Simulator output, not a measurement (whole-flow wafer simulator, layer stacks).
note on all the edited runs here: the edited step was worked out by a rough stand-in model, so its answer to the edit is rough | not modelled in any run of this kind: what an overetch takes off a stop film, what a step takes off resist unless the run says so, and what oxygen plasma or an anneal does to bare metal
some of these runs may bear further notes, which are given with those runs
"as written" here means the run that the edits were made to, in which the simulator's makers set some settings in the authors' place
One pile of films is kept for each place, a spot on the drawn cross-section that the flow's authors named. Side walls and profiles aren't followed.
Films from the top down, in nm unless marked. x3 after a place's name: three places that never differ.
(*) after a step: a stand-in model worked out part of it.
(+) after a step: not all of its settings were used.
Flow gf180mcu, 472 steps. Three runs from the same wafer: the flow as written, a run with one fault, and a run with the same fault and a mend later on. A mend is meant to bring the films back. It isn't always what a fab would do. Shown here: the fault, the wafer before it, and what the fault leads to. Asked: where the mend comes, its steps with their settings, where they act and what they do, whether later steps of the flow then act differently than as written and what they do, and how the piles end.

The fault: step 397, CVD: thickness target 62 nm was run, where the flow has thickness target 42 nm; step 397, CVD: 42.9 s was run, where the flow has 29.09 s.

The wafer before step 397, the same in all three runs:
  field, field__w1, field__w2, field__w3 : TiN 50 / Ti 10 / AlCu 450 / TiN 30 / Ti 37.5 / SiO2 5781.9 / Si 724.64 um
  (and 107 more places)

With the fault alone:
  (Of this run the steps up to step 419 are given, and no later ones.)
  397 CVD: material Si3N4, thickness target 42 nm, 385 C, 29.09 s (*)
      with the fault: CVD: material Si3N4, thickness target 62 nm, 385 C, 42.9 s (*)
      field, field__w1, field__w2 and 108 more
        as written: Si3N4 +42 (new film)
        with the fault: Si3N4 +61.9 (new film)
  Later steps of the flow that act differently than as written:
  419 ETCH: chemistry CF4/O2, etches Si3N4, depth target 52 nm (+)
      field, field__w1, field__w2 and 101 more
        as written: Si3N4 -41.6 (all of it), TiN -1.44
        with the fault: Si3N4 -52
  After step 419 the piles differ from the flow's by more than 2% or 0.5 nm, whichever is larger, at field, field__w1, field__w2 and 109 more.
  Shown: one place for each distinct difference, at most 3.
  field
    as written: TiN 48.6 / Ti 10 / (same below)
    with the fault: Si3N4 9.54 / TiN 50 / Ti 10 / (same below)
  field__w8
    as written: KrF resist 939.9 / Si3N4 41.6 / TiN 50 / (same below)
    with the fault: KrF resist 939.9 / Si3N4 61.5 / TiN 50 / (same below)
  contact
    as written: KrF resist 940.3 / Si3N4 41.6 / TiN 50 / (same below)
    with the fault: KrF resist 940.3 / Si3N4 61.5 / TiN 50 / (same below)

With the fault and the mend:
  The mend comes after step 397.
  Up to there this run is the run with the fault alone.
  397a WET ETCH: chemistry H3PO4, depth target 20 nm, 160 C (the flow's step 14 once more, with other settings)
      field, field__w1, field__w2 and 108 more
        Si3N4 -20
  No later step of the flow acts differently than as written, at any place that is followed, by more than 2% or 0.5 nm, whichever is larger.
  At the end the piles differ from the flow's only slightly at the places that both follow, by at most 2% or 0.5 nm, whichever is larger.
